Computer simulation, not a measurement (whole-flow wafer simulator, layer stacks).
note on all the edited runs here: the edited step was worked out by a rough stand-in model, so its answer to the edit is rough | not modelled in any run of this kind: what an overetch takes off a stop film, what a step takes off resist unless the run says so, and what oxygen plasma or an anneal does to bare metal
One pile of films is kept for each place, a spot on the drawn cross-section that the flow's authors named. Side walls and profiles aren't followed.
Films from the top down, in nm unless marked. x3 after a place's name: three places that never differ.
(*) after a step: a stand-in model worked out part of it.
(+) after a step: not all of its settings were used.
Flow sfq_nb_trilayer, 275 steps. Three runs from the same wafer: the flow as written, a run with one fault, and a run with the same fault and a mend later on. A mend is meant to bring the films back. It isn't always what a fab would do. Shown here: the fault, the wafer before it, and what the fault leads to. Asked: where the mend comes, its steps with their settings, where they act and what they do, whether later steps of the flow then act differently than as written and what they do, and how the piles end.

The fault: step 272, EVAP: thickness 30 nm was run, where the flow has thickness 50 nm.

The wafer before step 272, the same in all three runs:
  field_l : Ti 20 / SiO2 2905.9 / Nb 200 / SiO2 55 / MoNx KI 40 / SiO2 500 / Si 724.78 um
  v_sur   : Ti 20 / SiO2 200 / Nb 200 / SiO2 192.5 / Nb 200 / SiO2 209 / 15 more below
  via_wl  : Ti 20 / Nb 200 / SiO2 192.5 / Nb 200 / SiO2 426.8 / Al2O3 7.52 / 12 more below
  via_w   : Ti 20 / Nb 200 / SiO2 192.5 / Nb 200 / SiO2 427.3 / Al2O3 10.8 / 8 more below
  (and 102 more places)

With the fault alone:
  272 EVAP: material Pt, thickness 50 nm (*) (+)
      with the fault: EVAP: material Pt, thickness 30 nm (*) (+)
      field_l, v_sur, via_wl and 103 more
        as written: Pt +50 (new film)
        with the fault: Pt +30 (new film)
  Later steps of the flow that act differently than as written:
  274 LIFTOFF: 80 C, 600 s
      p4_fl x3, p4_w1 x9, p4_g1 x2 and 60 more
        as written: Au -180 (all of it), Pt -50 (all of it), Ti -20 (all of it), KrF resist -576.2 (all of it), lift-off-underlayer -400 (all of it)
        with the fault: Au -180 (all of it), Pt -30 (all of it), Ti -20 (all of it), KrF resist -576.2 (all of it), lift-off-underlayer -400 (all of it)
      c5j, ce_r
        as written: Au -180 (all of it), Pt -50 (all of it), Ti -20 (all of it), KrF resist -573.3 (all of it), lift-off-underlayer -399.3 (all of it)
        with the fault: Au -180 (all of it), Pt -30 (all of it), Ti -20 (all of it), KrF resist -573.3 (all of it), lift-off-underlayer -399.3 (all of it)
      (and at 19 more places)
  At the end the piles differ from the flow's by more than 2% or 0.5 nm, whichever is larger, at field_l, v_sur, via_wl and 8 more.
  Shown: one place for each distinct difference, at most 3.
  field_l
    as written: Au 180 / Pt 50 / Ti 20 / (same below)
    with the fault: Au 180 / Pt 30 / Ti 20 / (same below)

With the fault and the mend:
  The mend comes after step 272.
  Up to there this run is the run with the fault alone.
  272a EVAP: material Pt, thickness 20 nm (*) (+) (the flow's step 272 once more, with other settings)
      field_l, v_sur, via_wl and 103 more
        Pt +20
  No later step of the flow acts differently than as written at any place that is followed.
  At the end the piles are the same as the flow's at every place that both follow.
